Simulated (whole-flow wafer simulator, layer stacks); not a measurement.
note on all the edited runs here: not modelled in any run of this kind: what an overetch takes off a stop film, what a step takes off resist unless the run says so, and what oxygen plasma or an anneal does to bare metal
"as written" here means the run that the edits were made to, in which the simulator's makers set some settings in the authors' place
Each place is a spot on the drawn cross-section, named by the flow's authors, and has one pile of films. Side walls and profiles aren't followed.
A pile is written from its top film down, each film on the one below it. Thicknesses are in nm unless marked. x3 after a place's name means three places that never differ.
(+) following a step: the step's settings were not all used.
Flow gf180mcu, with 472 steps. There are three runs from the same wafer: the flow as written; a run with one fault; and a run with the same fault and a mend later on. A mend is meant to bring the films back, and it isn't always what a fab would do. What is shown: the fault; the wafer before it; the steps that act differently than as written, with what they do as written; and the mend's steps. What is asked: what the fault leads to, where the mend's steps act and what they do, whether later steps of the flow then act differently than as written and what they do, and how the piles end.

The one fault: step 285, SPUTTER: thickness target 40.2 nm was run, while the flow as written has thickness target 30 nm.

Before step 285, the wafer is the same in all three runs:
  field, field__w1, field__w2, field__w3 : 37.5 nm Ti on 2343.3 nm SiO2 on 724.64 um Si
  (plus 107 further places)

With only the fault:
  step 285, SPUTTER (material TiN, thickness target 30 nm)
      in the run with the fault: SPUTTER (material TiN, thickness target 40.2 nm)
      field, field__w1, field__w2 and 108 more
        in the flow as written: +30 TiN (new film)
        in the run with the fault: +40.2 TiN (new film)
  Later steps of the flow acting differently than as written:
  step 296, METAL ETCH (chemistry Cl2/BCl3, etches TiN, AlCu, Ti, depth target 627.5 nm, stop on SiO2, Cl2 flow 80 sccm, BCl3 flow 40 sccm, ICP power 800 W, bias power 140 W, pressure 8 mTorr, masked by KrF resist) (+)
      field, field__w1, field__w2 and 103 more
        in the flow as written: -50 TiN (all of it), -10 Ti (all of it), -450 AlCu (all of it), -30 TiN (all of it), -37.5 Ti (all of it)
        in the run with the fault: -50 TiN (all of it), -10 Ti (all of it), -450 AlCu (all of it), -40.2 TiN (all of it), -37.5 Ti (all of it)
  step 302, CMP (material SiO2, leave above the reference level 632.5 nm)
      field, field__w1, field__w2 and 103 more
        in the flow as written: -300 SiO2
        in the run with the fault: -289.8 SiO2
  The piles end different from the flow's at field__w8, contact, m1, m1__w1, m1_nw by more than 2% or 0.5 nm, whichever is larger.
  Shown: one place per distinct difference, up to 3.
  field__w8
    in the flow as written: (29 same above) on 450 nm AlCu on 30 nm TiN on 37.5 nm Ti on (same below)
    in the run with the fault: (29 same above) on 450 nm AlCu on 40.2 nm TiN on 37.5 nm Ti on (same below)
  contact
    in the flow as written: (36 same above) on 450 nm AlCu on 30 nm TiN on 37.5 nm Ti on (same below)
    in the run with the fault: (36 same above) on 450 nm AlCu on 40.2 nm TiN on 37.5 nm Ti on (same below)

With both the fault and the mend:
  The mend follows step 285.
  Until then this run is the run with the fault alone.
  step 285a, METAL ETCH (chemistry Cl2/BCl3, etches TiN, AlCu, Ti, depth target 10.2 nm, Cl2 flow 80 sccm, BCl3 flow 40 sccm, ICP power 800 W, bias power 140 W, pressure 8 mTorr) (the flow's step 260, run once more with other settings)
      field, field__w1, field__w2 and 108 more
        -10.2 TiN
  None of the later steps of the flow acts differently than as written at any place that is followed.
  The piles end the same as the flow's at every place that both follow.
